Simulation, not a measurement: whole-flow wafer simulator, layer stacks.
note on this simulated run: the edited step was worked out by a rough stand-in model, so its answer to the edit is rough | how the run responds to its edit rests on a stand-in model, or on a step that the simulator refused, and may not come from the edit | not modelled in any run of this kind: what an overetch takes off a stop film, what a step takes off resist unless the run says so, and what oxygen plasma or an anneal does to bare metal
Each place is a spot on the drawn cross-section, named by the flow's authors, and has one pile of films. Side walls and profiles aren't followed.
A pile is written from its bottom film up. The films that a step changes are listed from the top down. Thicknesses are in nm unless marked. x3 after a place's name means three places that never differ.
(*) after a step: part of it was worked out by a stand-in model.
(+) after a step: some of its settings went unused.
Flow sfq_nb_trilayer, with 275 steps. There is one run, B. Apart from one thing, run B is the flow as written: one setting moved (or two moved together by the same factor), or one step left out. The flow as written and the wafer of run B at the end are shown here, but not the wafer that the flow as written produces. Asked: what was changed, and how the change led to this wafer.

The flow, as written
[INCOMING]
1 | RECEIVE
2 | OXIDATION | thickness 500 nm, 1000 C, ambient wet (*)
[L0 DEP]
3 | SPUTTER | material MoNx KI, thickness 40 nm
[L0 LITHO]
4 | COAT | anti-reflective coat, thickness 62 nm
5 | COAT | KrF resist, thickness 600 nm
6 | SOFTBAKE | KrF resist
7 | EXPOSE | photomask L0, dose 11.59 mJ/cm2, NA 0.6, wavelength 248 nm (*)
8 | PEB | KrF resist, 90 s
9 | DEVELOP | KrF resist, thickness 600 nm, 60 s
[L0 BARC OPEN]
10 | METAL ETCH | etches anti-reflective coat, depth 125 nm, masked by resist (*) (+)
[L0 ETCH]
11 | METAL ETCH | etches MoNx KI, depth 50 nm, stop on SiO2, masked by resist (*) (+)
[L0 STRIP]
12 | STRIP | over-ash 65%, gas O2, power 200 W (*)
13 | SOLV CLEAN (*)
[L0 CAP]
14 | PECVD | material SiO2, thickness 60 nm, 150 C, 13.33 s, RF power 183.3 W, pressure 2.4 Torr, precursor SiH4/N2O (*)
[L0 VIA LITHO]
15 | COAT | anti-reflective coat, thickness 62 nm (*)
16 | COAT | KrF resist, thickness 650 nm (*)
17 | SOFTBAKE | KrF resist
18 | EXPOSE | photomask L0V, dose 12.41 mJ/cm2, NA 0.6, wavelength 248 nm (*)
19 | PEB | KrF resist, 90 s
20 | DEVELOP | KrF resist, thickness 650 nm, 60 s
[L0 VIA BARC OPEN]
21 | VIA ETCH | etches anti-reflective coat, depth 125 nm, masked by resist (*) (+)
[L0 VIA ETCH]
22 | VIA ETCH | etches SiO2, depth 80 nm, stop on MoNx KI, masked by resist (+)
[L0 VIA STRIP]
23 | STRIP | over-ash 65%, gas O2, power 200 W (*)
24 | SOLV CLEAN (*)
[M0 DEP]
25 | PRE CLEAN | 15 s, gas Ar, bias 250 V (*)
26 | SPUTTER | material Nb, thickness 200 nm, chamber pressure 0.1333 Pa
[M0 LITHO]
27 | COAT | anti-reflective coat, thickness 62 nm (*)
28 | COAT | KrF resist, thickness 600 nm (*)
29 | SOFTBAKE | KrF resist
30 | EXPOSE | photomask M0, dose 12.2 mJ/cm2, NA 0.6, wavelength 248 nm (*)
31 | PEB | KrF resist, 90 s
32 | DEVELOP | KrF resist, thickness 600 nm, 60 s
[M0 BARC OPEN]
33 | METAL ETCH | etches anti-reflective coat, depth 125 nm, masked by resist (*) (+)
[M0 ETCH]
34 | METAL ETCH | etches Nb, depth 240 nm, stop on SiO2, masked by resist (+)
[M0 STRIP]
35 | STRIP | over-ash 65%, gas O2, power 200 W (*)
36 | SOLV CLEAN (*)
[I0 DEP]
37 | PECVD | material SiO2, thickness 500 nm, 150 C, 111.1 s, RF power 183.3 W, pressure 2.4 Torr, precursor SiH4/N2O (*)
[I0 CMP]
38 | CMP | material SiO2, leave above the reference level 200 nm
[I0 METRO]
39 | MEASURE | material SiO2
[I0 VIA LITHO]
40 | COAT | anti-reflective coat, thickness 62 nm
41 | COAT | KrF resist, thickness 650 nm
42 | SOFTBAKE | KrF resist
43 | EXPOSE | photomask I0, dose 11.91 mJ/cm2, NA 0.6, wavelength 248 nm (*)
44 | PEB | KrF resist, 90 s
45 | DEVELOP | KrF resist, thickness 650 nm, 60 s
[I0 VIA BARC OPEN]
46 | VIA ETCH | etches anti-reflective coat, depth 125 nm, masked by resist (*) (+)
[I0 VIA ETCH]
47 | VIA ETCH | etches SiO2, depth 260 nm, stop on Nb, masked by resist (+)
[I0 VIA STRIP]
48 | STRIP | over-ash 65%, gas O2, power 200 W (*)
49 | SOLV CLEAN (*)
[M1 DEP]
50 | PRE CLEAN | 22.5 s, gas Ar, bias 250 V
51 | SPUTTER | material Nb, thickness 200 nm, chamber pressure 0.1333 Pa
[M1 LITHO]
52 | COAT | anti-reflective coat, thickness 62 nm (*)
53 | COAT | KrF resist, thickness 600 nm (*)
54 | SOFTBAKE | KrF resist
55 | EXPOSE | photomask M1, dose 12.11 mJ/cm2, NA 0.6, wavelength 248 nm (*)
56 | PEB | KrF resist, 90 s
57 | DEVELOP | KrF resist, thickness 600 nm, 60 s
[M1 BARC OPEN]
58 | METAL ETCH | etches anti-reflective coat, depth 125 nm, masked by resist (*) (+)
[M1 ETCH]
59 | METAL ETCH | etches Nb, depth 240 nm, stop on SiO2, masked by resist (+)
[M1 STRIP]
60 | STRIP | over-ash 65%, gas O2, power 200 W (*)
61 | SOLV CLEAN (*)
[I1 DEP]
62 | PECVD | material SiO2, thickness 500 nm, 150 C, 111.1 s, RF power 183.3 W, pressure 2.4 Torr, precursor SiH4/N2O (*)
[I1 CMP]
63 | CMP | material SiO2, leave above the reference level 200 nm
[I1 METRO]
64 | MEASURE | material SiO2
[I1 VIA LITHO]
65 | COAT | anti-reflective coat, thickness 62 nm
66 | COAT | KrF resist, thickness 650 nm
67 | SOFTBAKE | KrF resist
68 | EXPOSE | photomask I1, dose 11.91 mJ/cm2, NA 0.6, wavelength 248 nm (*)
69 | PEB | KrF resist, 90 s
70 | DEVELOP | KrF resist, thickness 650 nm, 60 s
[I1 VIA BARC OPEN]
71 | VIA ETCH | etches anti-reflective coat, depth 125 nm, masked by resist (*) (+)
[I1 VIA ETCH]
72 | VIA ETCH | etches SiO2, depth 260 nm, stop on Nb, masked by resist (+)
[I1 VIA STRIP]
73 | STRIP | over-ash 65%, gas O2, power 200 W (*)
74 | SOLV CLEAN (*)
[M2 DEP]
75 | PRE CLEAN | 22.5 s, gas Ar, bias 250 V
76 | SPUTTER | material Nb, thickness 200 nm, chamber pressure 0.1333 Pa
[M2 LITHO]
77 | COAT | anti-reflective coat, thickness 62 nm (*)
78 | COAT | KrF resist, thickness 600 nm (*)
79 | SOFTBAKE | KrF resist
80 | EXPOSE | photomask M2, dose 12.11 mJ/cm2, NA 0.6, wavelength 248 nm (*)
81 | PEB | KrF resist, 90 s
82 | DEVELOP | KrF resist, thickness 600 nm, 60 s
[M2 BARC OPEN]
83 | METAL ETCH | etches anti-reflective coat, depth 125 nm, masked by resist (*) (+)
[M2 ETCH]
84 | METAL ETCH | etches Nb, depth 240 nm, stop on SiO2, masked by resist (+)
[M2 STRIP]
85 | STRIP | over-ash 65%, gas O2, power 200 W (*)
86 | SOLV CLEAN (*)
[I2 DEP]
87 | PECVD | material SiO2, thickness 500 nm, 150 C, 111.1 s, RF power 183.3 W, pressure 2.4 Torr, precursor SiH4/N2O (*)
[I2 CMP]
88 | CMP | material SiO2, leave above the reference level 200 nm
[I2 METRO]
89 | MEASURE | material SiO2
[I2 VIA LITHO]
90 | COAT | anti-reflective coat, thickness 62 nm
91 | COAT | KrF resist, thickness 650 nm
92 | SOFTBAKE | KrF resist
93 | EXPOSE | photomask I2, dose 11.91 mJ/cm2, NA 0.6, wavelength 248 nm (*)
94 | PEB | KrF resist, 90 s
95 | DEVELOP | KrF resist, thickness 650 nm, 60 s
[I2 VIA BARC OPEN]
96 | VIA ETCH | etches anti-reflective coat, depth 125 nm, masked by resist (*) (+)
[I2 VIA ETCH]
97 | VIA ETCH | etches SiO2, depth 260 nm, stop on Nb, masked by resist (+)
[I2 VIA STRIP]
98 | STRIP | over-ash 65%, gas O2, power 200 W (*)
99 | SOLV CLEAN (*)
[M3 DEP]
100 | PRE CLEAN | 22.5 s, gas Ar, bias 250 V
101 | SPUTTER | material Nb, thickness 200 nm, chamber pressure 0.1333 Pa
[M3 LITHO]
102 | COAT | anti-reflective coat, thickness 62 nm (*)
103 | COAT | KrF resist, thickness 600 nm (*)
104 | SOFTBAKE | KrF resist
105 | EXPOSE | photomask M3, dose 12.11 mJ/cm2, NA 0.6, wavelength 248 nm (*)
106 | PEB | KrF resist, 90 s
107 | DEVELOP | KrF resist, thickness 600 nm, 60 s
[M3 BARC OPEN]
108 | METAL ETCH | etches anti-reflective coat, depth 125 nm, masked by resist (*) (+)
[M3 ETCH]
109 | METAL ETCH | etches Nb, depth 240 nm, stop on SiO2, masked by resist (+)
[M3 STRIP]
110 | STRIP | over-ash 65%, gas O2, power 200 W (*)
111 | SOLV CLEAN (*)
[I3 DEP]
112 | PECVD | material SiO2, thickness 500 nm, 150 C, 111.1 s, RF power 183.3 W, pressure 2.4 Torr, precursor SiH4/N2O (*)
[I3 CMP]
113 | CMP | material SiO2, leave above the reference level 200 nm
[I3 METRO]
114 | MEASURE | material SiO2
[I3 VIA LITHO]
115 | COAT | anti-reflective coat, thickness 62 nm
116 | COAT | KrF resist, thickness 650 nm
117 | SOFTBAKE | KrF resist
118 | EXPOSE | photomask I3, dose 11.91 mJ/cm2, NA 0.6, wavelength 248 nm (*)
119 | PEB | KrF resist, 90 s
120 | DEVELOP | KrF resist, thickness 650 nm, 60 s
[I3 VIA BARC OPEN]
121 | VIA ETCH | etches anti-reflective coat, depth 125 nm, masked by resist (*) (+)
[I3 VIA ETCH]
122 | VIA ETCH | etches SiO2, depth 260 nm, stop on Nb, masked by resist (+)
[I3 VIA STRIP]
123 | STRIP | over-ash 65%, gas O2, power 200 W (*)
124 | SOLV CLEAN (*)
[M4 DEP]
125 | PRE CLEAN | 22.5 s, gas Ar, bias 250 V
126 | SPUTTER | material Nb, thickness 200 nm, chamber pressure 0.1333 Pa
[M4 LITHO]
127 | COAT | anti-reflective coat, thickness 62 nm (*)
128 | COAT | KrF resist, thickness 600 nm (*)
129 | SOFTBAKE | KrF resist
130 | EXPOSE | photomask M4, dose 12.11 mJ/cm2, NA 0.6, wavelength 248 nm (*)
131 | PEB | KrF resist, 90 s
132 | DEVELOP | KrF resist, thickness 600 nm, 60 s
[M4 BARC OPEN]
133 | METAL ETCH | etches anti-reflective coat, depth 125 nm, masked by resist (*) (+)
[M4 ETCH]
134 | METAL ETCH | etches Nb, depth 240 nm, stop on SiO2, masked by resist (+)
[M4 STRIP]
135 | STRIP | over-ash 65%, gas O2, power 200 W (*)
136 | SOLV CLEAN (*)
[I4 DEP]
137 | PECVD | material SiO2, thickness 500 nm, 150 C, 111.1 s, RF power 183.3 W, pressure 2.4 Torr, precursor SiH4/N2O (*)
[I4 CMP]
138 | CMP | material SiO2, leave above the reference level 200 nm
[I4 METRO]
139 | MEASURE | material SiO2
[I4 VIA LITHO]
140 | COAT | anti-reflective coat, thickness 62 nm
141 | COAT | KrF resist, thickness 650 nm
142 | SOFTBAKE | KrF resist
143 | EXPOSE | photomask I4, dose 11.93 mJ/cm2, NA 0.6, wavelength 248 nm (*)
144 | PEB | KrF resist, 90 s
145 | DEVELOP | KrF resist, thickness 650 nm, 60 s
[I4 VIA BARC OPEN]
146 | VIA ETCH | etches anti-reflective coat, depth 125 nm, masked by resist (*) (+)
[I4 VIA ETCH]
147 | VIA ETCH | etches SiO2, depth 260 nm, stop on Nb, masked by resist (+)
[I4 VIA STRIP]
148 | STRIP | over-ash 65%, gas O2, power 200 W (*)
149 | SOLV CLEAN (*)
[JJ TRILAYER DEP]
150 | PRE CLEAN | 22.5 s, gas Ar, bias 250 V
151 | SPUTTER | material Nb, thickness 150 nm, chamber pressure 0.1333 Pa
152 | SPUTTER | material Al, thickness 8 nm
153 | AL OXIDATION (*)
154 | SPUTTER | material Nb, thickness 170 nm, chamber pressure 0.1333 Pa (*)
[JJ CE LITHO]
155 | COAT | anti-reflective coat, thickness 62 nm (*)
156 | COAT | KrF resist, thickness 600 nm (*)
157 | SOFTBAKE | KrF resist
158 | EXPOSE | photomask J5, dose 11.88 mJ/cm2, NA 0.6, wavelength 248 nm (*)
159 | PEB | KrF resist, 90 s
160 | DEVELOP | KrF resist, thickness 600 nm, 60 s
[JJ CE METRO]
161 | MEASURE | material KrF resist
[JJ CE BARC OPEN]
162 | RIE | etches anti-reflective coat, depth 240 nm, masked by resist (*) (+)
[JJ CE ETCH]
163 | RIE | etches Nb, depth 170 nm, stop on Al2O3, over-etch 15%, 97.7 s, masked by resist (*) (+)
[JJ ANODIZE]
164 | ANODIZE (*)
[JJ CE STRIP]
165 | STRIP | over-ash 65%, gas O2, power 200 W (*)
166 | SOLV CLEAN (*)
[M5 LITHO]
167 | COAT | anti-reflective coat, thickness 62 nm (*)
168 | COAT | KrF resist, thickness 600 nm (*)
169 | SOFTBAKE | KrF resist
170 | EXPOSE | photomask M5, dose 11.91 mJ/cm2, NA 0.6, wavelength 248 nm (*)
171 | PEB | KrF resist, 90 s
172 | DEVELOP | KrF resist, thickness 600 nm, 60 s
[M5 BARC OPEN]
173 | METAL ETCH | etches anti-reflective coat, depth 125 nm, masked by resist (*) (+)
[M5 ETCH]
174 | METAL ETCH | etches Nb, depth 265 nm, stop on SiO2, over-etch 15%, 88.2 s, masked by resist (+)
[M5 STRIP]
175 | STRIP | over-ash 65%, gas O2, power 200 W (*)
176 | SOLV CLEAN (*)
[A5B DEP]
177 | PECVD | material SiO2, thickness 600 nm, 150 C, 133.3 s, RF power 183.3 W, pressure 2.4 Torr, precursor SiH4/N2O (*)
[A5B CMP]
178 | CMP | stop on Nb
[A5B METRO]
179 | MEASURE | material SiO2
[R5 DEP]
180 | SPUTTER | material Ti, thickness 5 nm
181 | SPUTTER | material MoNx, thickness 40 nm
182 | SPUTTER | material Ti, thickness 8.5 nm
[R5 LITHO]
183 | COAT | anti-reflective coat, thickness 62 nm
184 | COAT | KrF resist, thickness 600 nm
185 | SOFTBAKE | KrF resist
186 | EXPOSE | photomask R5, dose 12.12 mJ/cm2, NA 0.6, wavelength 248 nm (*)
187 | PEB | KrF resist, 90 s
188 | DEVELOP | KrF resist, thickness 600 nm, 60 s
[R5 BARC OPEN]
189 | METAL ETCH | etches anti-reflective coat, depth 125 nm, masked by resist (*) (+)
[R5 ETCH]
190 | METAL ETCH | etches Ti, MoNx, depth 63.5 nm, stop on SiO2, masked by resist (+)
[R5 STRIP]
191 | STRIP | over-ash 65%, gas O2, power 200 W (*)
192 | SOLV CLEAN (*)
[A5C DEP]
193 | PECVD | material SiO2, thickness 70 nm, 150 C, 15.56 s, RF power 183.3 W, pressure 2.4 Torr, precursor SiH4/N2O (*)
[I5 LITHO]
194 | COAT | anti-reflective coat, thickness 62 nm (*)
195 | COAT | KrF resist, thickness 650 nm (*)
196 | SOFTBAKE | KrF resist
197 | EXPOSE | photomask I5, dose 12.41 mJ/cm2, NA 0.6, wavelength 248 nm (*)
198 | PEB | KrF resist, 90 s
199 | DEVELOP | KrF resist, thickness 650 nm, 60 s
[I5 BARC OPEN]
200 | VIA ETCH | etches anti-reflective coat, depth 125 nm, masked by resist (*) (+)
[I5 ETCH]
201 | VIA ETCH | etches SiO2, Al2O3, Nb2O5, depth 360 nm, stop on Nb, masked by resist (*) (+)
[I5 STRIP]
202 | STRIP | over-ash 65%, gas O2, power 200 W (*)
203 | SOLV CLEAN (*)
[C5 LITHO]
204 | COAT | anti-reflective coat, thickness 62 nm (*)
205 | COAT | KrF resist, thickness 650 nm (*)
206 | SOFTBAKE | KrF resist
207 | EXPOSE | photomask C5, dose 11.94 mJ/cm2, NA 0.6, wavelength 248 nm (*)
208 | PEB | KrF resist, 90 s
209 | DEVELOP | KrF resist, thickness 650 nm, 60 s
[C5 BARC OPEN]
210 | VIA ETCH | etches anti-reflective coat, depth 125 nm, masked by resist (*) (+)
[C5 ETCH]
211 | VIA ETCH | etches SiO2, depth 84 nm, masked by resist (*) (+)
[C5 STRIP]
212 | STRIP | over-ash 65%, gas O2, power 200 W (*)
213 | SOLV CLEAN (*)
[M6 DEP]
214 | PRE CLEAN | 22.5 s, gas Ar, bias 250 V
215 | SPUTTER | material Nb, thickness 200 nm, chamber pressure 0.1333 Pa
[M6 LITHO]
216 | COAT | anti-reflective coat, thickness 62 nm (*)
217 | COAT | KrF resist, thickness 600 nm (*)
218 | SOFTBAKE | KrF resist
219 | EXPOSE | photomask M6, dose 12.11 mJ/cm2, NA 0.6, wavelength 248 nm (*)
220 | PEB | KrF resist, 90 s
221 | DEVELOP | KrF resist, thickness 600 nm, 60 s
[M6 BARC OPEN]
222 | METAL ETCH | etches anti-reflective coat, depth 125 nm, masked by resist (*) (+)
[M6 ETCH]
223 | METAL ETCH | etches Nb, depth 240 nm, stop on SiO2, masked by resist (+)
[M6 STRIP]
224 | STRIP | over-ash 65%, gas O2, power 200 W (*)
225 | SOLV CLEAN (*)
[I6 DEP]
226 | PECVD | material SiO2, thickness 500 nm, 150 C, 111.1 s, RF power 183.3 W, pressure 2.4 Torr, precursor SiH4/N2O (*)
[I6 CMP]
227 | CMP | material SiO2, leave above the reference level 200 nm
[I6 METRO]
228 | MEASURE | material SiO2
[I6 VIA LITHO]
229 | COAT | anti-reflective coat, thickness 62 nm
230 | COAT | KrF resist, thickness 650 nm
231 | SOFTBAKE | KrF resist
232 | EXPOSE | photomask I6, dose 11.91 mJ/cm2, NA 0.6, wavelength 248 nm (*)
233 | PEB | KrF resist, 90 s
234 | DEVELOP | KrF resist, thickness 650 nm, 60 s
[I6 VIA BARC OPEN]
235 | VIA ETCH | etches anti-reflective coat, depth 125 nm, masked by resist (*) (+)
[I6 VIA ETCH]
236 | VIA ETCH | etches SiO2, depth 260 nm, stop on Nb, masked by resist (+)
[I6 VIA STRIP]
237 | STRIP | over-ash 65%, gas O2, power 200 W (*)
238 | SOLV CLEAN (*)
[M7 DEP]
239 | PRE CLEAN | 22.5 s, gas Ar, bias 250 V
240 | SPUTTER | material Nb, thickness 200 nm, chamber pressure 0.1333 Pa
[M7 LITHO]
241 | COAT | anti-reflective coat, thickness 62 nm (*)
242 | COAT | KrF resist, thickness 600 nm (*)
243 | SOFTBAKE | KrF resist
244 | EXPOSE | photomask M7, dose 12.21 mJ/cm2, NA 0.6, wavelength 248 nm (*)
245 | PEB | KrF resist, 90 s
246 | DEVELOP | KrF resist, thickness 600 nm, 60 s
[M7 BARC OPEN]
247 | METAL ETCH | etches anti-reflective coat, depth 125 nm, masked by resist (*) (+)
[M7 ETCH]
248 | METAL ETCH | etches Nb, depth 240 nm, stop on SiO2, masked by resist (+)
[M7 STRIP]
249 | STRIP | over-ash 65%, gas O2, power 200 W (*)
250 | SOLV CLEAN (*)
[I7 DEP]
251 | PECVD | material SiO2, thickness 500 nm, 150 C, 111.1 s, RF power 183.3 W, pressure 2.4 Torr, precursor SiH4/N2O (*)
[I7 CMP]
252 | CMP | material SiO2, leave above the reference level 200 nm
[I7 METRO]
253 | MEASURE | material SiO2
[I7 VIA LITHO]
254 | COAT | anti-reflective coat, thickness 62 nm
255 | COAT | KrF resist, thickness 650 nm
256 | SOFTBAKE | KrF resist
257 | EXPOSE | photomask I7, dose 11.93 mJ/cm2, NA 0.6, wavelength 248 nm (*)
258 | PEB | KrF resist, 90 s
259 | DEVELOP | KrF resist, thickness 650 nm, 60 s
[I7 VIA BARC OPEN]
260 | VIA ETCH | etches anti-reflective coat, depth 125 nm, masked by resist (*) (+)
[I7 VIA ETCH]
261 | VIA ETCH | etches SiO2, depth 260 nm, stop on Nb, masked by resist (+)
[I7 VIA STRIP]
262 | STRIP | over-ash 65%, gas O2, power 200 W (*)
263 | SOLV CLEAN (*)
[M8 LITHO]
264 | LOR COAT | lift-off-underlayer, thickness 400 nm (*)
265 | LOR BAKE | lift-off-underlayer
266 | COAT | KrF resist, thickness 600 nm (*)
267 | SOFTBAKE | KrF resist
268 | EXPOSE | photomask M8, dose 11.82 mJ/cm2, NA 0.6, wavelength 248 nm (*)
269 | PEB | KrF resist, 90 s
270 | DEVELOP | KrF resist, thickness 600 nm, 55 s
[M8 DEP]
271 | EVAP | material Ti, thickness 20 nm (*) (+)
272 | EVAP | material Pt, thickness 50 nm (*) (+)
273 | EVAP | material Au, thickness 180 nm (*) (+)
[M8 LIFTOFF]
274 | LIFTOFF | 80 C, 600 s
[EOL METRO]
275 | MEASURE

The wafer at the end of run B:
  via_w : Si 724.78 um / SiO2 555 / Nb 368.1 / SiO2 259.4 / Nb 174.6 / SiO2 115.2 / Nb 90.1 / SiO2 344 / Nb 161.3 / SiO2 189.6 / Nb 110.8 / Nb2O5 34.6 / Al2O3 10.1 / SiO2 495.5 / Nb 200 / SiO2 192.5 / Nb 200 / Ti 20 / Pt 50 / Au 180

The reason: step 62, PECVD: thickness 312 nm was run, while the flow as written has thickness 500 nm; step 62, PECVD: 69.44 s was run, where the flow has 111.1 s.

The path from the change to this, step by step:
  62 | PECVD | material SiO2, thickness 500 nm, 150 C, 111.1 s, RF power 183.3 W, pressure 2.4 Torr, precursor SiH4/N2O (*)
      field_l, be, be_sur and 72 more: SiO2 gains 312 (in the flow as written it would be: SiO2 gains 500)
      v_sur, via_wl, via_wr and 20 more: SiO2 gains 312 (new film) (in the flow as written it would be: SiO2 gains 500 (new film))
      (and at 8 other places as well)
  63 | CMP | material SiO2, leave above the reference level 200 nm
      field_l, be, be_sur and 72 more: nothing (in the flow as written it would be: SiO2 loses 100)
      lsp_m, ln_m6, lsp_r, l0_sur, l0v: nothing (in the flow as written it would be: SiO2 loses 94.9)
      (and at 26 other places as well)
  65 | COAT | anti-reflective coat, thickness 62 nm
      m0r_line_l, m0r_line_r, m6r_line_l, m6r_line_r, m7r_line_l, m7r_line_r: anti-reflective coat gains 63.5 (new film) (in the flow as written it would be: anti-reflective coat gains 62 (new film))
      m0r_space_l, m0r_space_r, m6r_space_l, m6r_space_r, m7r_space_l, m7r_space_r: anti-reflective coat gains 74.3 (new film) (in the flow as written it would be: anti-reflective coat gains 62 (new film))
      (and at 64 other places as well)
  66 | COAT | KrF resist, thickness 650 nm
      m0r_line_l, m0r_line_r, m6r_line_l, m6r_line_r, m7r_line_l, m7r_line_r: KrF resist gains 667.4 (new film) (in the flow as written it would be: KrF resist gains 650 (new film))
      via_wl, via_sp: KrF resist gains 616.1 (new film) (in the flow as written it would be: KrF resist gains 650 (new film))
      (and at 29 other places as well)
  70 | DEVELOP | KrF resist, thickness 650 nm, 60 s
      via_v: KrF resist loses 616.1 (all of it) (in the flow as written it would be: KrF resist loses 648.6 (all of it))
  71 | VIA ETCH | etches anti-reflective coat, depth 125 nm, masked by resist (*) (+)
      field_l, v_sur, via_wl and 102 more: KrF resist loses 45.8 (in the flow as written it would be: KrF resist loses 51.7)
      via_v: anti-reflective coat loses 55 (all of it), SiO2 loses 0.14 (in the flow as written it would be: anti-reflective coat loses 62 (all of it), SiO2 loses 0.16)
  73 | STRIP | over-ash 65%, gas O2, power 200 W (*)
      m0r_line_l, m0r_line_r, m6r_line_l, m6r_line_r, m7r_line_l, m7r_line_r: KrF resist loses 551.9 (all of it), anti-reflective coat loses 63.5 (all of it) (in the flow as written it would be: KrF resist loses 528.6 (all of it), anti-reflective coat loses 62 (all of it))
      m0r_space_l, m0r_space_r, m6r_space_l, m6r_space_r, m7r_space_l, m7r_space_r: KrF resist loses 544.7 (all of it), anti-reflective coat loses 74.3 (all of it) (in the flow as written it would be: KrF resist loses 528.6 (all of it), anti-reflective coat loses 62 (all of it))
      (and at 78 other places as well)
  76 | SPUTTER | material Nb, thickness 200 nm, chamber pressure 0.1333 Pa
      be, lsp_l: Nb gains 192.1 (new film) (in the flow as written it would be: Nb gains 200 (new film))
      via_w: Nb gains 174.6 (new film) (in the flow as written it would be: Nb gains 200 (new film))
  77 | COAT | anti-reflective coat, thickness 62 nm (*)
      m0r_line_l, m0r_line_r, m6r_line_l, m6r_line_r, m7r_line_l, m7r_line_r: anti-reflective coat gains 63.6 (new film) (in the flow as written it would be: anti-reflective coat gains 62 (new film))
      m0r_space_l, m0r_space_r, m6r_space_l, m6r_space_r, m7r_space_l, m7r_space_r: anti-reflective coat gains 72 (new film) (in the flow as written it would be: anti-reflective coat gains 62 (new film))
      (and at 63 other places as well)
  78 | COAT | KrF resist, thickness 600 nm (*)
      m0r_line_l, m0r_line_r, m6r_line_l, m6r_line_r, m7r_line_l, m7r_line_r: KrF resist gains 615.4 (new film) (in the flow as written it would be: KrF resist gains 600 (new film))
      m5r_linepad_l, m5r_linepad_r: KrF resist gains 580.8 (new film) (in the flow as written it would be: KrF resist gains 600 (new film))
      (and at 29 other places as well)
  82 | DEVELOP | KrF resist, thickness 600 nm, 60 s
      m0r_line_l, m0r_line_r, m6r_line_l, m6r_line_r, m7r_line_l, m7r_line_r: KrF resist loses 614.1 (all of it) (in the flow as written it would be: KrF resist loses 598.7 (all of it))
      m5r_linepad_l, m5r_linepad_r: KrF resist loses 579.6 (all of it) (in the flow as written it would be: KrF resist loses 598.7 (all of it))
      (and at 16 other places as well)
  83 | METAL ETCH | etches anti-reflective coat, depth 125 nm, masked by resist (*) (+)
      v_sur, via_wl, via_w and 19 more: KrF resist loses 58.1 (in the flow as written it would be: KrF resist loses 51.7)
      m0r_line_l, m0r_line_r, m6r_line_l, m6r_line_r, m7r_line_l, m7r_line_r: anti-reflective coat loses 63.6 (all of it) (in the flow as written it would be: anti-reflective coat loses 62 (all of it))
      (and at 47 other places as well)
  84 | METAL ETCH | etches Nb, depth 240 nm, stop on SiO2, masked by resist (+)
      be, lsp_l: Nb loses 192.1 (all of it) (in the flow as written it would be: Nb loses 200 (all of it))
  85 | STRIP | over-ash 65%, gas O2, power 200 W (*)
      wl_a_sr, wl_b_m5: KrF resist loses 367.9 (all of it), anti-reflective coat loses 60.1 (all of it) (in the flow as written it would be: KrF resist loses 382.4 (all of it), anti-reflective coat loses 62 (all of it))
      v_sur: KrF resist loses 330.1 (all of it), anti-reflective coat loses 46.7 (all of it) (in the flow as written it would be: KrF resist loses 380 (all of it), anti-reflective coat loses 61.4 (all of it))
      (and at 19 other places as well)
  87 | PECVD | material SiO2, thickness 500 nm, 150 C, 111.1 s, RF power 183.3 W, pressure 2.4 Torr, precursor SiH4/N2O (*)
      via_w: SiO2 gains 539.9 (new film) (in the flow as written it would be: SiO2 gains 500 (new film))
  88 | CMP | material SiO2, leave above the reference level 200 nm
      field_l, be, be_sur and 79 more: SiO2 loses 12 (in the flow as written it would be: SiO2 loses 100)
      via_w: SiO2 loses 157.1 (in the flow as written it would be: SiO2 loses 300)
  ... 33 other steps ...
  178 | CMP | stop on Nb
      via_w: SiO2 loses 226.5 (in the flow as written it would be: SiO2 loses 235.2)
With metal films that touch counted as one body, via_w has 7 bodies (between them, from the top down: SiO2 192.5; SiO2 495.5 / Al2O3 10.1 / Nb2O5 34.6; SiO2 189.6; SiO2 344; SiO2 115.2; SiO2 259.4); the flow as written gives 5 bodies (between them, from the top down: SiO2 192.5; SiO2 427.3 / Al2O3 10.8 / Nb2O5 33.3; SiO2 425.9; SiO2 416.9).
